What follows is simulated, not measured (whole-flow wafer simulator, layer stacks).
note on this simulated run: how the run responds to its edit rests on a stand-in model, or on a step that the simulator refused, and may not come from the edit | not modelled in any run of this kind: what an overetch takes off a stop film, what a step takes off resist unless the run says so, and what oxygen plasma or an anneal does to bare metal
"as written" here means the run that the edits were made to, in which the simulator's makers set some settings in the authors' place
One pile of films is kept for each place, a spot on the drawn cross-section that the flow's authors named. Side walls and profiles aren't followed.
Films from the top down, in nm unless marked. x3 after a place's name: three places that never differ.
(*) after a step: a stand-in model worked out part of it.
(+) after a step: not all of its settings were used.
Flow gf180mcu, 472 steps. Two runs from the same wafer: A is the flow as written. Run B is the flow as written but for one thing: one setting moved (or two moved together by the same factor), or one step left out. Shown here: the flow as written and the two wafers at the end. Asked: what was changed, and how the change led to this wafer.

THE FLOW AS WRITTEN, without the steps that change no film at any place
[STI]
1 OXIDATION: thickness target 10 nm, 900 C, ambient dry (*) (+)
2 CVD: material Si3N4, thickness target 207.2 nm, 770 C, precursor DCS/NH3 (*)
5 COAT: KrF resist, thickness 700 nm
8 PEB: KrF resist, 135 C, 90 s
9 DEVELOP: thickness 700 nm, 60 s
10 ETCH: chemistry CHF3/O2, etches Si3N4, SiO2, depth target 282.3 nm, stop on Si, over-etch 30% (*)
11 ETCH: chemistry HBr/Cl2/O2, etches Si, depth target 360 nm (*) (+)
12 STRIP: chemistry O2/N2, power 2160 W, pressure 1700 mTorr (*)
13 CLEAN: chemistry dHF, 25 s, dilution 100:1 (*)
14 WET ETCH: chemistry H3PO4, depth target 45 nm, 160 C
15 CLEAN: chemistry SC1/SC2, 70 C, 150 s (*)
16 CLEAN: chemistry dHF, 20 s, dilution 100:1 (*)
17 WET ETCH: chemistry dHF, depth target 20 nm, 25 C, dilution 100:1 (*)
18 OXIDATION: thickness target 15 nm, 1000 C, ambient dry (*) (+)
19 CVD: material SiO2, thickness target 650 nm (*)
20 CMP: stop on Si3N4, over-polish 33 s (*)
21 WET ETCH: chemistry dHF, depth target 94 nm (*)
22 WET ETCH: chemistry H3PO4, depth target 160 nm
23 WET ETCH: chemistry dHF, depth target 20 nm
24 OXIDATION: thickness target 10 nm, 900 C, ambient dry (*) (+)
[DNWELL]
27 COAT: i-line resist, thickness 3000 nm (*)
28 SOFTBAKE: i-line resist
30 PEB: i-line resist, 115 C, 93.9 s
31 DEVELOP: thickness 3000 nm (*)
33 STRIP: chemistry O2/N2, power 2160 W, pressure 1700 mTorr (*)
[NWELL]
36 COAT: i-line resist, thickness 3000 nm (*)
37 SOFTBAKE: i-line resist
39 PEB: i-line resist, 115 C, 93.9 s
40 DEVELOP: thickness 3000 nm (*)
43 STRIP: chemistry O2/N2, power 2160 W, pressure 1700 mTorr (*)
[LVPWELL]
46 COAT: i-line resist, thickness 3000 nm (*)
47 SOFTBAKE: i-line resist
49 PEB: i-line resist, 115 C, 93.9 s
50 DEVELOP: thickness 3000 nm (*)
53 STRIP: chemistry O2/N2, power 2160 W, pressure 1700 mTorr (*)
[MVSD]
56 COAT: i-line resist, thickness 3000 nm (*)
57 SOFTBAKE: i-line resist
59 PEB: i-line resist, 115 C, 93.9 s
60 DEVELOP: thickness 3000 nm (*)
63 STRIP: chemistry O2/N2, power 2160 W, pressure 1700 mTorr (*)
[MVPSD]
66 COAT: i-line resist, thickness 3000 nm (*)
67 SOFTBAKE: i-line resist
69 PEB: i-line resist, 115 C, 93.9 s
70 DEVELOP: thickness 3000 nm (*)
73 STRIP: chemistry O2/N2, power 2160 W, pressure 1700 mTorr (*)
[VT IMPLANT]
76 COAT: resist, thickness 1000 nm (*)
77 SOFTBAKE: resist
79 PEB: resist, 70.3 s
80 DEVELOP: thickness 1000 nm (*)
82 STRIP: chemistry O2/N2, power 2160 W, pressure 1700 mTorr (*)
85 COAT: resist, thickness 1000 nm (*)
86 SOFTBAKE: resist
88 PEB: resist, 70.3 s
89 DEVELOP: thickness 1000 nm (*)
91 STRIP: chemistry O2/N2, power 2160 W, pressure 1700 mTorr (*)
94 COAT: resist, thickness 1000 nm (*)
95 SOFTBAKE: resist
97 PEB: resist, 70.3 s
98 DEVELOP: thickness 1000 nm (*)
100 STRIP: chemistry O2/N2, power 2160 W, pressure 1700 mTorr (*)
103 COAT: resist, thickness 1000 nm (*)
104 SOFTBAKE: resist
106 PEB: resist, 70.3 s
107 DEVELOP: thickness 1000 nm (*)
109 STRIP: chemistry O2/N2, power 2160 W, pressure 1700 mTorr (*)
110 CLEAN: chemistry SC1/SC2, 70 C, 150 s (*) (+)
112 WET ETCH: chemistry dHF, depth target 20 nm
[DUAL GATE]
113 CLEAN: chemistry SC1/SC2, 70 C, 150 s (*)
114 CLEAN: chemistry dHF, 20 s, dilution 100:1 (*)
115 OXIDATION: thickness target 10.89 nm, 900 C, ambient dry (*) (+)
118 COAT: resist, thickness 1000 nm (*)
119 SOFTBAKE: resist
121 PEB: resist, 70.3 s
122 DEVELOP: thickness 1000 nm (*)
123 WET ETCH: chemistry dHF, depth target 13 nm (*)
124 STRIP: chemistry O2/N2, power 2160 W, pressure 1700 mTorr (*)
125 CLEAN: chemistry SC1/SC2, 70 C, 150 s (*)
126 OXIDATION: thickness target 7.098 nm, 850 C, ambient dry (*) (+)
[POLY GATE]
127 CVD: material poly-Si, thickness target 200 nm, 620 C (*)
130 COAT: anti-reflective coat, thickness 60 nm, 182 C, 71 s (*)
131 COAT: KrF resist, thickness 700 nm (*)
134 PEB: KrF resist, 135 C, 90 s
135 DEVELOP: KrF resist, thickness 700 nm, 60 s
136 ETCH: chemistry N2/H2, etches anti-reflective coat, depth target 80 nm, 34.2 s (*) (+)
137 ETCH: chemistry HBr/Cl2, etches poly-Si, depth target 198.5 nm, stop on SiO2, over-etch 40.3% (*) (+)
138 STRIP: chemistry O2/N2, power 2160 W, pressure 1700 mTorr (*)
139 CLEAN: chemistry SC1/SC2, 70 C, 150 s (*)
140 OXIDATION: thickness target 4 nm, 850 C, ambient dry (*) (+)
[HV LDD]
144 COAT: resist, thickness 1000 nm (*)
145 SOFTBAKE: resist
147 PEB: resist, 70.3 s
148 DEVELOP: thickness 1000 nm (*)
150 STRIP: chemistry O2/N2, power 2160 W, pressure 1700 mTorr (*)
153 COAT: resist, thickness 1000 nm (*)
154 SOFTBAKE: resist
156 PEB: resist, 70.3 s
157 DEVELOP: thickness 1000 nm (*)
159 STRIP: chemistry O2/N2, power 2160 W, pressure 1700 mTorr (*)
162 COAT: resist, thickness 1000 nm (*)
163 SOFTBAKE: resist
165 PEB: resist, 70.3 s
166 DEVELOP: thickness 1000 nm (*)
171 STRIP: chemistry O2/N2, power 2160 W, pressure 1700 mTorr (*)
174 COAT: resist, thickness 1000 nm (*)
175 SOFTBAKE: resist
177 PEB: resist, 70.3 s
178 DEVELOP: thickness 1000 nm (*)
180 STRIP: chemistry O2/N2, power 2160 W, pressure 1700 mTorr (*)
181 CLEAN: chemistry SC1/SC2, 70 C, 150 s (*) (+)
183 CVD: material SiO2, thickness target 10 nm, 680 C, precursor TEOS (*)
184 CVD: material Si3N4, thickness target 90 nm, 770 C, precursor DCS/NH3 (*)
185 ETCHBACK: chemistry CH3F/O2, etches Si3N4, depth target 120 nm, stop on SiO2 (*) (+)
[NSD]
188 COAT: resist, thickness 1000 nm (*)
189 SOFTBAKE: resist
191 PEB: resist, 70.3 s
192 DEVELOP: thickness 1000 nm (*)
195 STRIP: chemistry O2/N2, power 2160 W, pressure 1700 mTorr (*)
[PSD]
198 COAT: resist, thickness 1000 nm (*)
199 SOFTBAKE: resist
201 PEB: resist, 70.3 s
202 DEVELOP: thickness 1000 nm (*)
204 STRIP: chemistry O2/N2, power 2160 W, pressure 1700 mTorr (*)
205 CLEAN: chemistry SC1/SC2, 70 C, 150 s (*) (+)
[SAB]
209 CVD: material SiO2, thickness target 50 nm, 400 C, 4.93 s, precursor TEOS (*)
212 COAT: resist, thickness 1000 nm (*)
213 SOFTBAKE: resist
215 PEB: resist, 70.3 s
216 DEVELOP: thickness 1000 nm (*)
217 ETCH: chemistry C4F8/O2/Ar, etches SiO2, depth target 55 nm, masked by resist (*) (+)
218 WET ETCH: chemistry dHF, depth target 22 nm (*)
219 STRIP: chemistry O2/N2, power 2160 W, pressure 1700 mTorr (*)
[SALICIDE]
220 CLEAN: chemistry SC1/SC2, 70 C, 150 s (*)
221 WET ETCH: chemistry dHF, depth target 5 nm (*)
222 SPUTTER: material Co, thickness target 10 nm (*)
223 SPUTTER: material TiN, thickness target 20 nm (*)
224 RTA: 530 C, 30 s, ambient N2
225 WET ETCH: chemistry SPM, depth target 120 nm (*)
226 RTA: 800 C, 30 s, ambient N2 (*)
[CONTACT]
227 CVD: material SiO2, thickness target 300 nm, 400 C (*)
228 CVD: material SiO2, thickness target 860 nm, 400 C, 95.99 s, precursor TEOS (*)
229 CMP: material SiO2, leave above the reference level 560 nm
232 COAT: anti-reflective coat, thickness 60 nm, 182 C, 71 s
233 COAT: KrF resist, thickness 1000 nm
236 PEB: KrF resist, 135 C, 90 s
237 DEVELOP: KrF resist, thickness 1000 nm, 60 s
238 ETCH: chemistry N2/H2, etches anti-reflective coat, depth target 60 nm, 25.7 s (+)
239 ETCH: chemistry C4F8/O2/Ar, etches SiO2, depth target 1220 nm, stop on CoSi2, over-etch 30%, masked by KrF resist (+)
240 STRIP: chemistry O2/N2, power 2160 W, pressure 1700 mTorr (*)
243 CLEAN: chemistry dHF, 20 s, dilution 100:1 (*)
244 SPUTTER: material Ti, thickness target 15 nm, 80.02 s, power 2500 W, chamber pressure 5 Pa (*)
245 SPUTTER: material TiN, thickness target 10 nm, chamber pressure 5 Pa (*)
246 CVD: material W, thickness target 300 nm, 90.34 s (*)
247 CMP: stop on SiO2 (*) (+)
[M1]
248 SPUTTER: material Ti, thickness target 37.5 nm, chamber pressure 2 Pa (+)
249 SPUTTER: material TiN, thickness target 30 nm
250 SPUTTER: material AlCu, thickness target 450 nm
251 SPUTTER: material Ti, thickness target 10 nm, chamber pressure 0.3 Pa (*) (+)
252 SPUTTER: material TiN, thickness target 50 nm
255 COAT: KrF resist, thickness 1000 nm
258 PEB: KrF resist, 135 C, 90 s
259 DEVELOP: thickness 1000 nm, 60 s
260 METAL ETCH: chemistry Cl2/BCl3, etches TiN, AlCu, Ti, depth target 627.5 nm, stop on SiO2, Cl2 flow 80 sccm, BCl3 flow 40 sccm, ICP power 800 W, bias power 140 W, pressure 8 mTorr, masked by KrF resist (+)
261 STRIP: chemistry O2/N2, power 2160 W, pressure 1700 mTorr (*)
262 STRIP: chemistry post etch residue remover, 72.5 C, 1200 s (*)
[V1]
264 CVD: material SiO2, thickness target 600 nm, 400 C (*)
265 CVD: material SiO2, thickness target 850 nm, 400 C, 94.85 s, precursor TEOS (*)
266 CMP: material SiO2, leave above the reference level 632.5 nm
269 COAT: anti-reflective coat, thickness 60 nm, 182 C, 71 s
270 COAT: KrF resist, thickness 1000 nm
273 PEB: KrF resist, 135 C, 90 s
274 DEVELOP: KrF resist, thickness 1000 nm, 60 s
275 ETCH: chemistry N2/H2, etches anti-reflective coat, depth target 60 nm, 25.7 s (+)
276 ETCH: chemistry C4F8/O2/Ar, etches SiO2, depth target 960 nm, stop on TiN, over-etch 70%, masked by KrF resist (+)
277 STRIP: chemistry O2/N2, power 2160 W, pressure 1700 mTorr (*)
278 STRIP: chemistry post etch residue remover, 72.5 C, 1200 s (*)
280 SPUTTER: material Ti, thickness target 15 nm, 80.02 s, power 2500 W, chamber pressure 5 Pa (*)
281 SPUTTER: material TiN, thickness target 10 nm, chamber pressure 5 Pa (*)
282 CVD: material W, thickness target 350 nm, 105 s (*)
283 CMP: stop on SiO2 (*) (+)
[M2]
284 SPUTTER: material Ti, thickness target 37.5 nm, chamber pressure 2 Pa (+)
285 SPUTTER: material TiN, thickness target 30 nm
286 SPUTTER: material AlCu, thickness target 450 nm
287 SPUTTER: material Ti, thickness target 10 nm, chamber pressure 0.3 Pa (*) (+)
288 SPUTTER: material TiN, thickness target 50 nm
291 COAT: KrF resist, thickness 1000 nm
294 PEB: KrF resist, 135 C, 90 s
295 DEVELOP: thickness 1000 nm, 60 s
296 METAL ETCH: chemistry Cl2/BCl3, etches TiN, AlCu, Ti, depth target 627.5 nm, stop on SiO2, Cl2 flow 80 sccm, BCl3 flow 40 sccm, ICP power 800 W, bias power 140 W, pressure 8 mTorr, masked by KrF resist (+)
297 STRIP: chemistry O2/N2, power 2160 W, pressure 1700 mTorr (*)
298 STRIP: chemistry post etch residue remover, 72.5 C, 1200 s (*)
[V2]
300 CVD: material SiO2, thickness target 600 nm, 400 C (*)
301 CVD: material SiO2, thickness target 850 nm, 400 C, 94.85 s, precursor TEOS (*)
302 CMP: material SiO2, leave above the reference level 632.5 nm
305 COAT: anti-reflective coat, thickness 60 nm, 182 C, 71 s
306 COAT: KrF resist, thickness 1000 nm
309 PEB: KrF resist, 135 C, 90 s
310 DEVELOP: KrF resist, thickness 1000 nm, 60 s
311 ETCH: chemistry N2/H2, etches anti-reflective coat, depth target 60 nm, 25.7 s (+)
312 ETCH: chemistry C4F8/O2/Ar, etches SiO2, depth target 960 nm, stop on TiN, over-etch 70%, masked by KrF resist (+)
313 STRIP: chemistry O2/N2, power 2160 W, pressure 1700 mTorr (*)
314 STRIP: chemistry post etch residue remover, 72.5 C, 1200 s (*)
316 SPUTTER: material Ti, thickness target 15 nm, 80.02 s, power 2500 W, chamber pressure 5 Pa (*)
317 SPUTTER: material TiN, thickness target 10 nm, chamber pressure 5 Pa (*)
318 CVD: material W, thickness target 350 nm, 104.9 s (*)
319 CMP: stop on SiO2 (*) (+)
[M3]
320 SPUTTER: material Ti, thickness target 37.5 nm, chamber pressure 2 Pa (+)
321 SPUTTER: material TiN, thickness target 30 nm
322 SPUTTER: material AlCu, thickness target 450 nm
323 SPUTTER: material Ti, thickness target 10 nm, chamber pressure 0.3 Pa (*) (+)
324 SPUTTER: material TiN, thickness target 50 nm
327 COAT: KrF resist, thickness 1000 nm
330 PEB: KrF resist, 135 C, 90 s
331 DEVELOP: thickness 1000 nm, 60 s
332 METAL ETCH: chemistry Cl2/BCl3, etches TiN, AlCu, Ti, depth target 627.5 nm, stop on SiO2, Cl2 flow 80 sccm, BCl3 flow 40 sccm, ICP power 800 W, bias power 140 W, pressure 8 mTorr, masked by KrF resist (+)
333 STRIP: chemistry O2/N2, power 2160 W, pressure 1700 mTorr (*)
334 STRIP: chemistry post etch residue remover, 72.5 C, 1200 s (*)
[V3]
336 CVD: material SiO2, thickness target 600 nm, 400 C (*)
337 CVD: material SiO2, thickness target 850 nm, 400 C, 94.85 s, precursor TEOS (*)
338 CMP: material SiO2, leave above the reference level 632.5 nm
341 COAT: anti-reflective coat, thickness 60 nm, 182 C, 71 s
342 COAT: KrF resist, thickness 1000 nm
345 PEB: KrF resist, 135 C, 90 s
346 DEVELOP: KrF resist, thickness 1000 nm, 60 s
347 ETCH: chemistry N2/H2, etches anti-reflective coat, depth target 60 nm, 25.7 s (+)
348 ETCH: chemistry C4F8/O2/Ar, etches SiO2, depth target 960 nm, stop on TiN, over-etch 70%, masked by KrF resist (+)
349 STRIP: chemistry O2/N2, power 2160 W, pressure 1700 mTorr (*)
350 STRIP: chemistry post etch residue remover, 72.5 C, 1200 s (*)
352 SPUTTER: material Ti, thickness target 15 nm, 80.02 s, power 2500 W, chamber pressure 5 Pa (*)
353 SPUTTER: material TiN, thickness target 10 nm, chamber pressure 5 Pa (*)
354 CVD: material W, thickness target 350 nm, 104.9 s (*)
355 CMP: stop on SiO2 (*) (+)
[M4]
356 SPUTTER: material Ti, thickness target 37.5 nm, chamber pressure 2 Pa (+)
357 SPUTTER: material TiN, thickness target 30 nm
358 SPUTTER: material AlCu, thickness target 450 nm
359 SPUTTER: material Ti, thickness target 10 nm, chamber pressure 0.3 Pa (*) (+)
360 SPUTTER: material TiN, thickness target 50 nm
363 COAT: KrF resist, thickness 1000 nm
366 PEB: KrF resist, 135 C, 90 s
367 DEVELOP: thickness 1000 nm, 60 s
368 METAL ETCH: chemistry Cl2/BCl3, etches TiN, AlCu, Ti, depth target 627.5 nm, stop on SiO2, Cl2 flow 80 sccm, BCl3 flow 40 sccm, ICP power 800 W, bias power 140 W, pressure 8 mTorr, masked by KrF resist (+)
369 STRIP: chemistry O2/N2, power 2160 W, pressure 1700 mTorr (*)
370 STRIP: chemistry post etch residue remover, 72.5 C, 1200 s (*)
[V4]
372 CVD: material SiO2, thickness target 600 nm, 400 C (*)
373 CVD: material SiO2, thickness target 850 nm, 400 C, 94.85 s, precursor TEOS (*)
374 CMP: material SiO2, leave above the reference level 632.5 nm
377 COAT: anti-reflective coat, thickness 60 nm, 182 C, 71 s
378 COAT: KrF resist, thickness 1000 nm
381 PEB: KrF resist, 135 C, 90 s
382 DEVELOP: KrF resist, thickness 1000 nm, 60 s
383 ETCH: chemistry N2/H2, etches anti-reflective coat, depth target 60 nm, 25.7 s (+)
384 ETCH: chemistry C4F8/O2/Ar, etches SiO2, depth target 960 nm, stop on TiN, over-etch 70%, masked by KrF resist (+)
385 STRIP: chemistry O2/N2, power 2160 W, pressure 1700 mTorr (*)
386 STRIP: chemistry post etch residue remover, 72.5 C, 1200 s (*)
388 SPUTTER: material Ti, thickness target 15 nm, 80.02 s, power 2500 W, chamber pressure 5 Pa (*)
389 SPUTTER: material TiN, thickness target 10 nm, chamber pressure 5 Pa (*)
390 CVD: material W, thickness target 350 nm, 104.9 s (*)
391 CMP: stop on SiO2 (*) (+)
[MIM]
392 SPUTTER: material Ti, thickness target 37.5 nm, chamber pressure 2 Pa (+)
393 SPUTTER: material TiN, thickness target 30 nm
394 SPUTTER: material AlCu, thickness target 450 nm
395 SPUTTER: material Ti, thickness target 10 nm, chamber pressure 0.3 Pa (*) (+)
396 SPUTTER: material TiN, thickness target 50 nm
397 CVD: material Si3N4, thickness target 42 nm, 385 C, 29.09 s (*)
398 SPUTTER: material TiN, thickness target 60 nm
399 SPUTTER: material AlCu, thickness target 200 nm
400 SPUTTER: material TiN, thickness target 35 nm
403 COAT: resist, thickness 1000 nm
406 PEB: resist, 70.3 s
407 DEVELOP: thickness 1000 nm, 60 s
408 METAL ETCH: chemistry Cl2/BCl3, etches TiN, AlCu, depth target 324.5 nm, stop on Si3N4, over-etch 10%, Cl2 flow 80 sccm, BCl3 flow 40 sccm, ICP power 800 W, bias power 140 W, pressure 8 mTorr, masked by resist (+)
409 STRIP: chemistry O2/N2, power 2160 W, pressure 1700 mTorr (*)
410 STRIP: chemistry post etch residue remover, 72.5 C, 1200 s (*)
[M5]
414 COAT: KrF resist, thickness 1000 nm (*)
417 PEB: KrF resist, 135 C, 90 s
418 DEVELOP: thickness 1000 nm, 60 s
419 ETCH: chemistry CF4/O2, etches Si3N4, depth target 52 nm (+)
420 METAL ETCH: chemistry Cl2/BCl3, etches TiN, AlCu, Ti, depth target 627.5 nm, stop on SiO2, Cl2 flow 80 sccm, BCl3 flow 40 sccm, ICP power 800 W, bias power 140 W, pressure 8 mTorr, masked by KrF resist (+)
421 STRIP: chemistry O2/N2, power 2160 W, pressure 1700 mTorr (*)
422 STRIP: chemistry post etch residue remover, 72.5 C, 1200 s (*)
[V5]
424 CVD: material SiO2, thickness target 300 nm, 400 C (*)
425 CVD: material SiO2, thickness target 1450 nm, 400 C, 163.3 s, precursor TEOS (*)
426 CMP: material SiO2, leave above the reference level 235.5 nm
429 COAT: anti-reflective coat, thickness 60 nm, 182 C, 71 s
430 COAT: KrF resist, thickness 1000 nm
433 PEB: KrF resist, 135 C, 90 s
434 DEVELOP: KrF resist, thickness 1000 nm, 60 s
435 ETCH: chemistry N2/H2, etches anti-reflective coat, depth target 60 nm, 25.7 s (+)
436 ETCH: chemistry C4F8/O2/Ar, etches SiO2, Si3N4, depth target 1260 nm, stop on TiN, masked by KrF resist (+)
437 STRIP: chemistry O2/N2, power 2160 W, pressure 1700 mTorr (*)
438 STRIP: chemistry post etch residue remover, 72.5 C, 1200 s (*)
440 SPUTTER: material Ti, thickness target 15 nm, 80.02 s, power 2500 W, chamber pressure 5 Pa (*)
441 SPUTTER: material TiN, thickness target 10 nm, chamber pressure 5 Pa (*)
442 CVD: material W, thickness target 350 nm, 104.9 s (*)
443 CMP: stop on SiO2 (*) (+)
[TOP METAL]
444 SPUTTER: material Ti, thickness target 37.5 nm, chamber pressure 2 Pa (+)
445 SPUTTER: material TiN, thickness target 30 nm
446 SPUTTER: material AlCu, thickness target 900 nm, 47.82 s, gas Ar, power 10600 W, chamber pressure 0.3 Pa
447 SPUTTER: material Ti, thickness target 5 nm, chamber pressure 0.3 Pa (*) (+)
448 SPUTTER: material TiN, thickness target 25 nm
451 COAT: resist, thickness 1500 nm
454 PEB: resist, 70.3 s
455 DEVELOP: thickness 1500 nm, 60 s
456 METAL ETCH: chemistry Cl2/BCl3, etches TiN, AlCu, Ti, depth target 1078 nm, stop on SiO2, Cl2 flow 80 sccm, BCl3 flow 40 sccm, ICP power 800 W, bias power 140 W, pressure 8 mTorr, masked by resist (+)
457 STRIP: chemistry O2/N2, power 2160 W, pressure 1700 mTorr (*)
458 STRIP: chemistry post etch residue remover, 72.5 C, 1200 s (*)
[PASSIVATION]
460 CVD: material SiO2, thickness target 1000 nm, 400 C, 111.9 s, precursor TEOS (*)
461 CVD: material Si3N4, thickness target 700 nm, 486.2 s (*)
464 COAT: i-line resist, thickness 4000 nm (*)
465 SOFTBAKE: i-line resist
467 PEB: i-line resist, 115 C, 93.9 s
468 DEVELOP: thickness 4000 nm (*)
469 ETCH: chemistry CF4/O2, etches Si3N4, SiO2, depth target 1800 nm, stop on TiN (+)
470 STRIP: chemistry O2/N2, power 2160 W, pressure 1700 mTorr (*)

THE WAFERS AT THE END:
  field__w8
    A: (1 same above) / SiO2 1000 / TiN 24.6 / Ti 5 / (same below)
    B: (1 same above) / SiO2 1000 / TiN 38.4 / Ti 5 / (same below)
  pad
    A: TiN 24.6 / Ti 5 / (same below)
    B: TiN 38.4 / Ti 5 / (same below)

The cause: step 448, SPUTTER: thickness target 38.8 nm was run, where the flow has thickness target 25 nm.

How the change led to this, step by step:
  448 SPUTTER: material TiN, thickness target 25 nm
      field, field__w1, field__w2 and 109 more: A TiN +25 (new film) | B TiN +38.8 (new film)
  456 METAL ETCH: chemistry Cl2/BCl3, etches TiN, AlCu, Ti, depth target 1078 nm, stop on SiO2, Cl2 flow 80 sccm, BCl3 flow 40 sccm, ICP power 800 W, bias power 140 W, pressure 8 mTorr, masked by resist (+)
      field, field__w1, field__w2 and 103 more: A TiN -25 (all of it), Ti -5 (all of it), AlCu -900 (all of it), TiN -30 (all of it), Ti -37.5 (all of it) | B TiN -38.8 (all of it), Ti -5 (all of it), AlCu -900 (all of it), TiN -30 (all of it), Ti -37.5 (all of it)
  465 SOFTBAKE: i-line resist
      gate: A i-line resist +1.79 | B i-line resist -0.24
      ld_acc_p, ld_fp_p, ld_drift_p: A i-line resist +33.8 | B i-line resist +27.5
      (and at 58 more places)
